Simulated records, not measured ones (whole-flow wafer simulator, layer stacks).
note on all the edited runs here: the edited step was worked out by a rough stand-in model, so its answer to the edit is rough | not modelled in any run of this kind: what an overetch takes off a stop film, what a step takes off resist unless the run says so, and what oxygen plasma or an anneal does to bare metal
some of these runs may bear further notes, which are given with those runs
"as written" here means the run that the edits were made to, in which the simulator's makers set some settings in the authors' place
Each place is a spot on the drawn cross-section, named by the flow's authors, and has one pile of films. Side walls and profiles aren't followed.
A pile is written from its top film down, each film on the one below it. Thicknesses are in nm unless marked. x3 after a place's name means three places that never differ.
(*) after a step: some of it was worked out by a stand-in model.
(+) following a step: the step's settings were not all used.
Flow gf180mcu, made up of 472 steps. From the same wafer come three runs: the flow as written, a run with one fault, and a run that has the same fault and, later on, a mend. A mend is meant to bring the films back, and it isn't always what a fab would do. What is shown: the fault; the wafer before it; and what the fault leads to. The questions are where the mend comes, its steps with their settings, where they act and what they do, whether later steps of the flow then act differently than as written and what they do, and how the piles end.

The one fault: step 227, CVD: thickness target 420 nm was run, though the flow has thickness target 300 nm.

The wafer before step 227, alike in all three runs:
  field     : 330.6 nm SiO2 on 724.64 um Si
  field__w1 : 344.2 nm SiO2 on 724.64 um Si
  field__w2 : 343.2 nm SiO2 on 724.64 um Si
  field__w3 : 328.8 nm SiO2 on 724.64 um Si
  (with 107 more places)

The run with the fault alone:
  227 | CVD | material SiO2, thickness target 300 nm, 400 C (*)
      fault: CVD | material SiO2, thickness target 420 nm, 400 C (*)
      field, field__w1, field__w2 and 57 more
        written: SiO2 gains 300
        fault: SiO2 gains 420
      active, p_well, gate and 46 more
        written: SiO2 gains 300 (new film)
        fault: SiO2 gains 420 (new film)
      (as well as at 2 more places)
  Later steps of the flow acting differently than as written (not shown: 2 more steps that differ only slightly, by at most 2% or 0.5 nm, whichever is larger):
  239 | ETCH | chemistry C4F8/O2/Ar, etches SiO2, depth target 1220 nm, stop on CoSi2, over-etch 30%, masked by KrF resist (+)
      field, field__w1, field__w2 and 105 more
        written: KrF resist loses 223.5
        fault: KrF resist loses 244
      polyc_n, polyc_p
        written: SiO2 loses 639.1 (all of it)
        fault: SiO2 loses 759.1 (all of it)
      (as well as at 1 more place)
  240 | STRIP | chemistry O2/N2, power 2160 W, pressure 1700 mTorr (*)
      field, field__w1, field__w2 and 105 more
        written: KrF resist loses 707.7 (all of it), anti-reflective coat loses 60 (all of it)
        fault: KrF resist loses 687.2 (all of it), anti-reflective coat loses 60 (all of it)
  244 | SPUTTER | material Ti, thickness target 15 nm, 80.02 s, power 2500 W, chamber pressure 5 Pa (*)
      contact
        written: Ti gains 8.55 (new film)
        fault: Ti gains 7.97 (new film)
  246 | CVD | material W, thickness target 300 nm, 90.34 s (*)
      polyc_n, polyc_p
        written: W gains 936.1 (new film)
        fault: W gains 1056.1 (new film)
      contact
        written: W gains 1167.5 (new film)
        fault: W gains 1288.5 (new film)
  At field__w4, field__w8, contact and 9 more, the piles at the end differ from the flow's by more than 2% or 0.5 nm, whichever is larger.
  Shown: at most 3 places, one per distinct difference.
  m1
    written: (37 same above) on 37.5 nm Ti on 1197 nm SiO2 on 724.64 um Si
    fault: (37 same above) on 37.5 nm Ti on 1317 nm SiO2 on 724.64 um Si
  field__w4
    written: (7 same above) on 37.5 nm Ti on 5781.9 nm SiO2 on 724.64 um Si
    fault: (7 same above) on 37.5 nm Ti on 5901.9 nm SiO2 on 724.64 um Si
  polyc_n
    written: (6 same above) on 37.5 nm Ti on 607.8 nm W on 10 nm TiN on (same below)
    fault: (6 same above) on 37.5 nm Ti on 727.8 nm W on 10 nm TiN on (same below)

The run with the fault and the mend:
  The mend stands after step 227.
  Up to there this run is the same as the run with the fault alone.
  227a | WET ETCH | chemistry dHF, depth target 120 nm, 25 C, dilution 100:1 (*) (the flow's step 17 again, with other settings)
      field, field__w1, field__w2 and 108 more
        SiO2 loses 120
  Later steps of the flow that are run all act as written at every place that is followed, up to a difference of at most 2% or 0.5 nm, whichever is larger.
  At every place that both follow, the piles at the end match the flow's.
